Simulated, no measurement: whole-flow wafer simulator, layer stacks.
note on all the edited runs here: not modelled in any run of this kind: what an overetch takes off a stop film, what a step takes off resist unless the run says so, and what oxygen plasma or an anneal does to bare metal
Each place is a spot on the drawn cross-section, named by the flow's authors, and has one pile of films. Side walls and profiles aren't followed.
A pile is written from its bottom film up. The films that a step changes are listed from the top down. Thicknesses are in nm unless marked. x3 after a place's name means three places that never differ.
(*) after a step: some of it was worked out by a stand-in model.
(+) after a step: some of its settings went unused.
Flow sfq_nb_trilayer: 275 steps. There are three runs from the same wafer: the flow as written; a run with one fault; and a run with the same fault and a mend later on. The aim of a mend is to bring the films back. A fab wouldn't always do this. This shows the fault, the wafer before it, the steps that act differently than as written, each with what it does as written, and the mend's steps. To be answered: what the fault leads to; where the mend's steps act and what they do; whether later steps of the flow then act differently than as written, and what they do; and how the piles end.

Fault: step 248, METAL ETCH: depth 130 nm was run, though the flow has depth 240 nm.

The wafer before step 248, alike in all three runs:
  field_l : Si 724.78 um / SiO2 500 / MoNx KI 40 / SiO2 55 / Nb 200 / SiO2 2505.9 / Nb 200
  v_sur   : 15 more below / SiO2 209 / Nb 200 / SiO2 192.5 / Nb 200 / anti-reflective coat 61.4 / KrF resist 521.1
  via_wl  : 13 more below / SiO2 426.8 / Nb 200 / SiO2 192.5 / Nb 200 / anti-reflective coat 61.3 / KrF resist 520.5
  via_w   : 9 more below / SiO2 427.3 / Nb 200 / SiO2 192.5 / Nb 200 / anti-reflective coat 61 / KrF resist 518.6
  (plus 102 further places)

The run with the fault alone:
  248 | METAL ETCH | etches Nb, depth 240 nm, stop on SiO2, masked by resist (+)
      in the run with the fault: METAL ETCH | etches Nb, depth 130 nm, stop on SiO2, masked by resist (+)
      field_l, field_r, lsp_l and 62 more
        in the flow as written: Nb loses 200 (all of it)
        in the run with the fault: Nb loses 130
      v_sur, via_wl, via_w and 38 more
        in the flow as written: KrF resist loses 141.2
        in the run with the fault: KrF resist loses 76.5
  Later steps of the flow acting differently than as written:
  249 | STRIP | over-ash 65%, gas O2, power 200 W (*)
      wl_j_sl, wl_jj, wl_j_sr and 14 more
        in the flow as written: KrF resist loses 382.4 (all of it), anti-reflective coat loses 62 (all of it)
        in the run with the fault: KrF resist loses 447.1 (all of it), anti-reflective coat loses 62 (all of it)
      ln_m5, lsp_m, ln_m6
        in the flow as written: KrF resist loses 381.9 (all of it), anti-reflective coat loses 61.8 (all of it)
        in the run with the fault: KrF resist loses 446.6 (all of it), anti-reflective coat loses 61.8 (all of it)
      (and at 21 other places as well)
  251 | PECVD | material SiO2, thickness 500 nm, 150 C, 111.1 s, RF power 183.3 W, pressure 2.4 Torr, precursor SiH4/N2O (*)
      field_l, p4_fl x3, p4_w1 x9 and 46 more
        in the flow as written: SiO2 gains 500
        in the run with the fault: SiO2 gains 500 (new film)
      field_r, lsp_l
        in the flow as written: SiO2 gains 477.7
        in the run with the fault: SiO2 gains 485.5 (new film)
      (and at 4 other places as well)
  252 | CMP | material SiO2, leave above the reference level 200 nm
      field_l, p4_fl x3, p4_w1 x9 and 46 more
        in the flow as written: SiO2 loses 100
        in the run with the fault: SiO2 loses 170
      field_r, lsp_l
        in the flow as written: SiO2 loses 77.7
        in the run with the fault: SiO2 loses 155.5
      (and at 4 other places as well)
  By the end, the piles at field_l, field_r, lsp_l and 62 more depart from the flow's by more than 2% or 0.5 nm, whichever is larger.
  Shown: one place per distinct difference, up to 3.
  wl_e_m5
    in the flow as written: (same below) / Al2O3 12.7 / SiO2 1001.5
    in the run with the fault: (same below) / Al2O3 12.7 / SiO2 601.5 / Nb 70 / SiO2 330
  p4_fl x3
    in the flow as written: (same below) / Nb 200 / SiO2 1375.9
    in the run with the fault: (same below) / Nb 200 / SiO2 975.9 / Nb 70 / SiO2 330
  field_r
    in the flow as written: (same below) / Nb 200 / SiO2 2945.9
    in the run with the fault: (same below) / Nb 200 / SiO2 2545.9 / Nb 70 / SiO2 330

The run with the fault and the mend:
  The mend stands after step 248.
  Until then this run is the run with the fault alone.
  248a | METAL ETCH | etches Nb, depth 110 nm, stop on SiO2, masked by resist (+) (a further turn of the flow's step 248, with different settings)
      field_l, field_r, lsp_l and 62 more
        Nb loses 70 (all of it)
      v_sur, via_wl, via_w and 38 more
        KrF resist loses 61.8
  Every later step of the flow that is run acts as written, at every place that is followed, to within 2% or 0.5 nm, whichever is larger.
  The piles end the same as the flow's at every place that both follow.
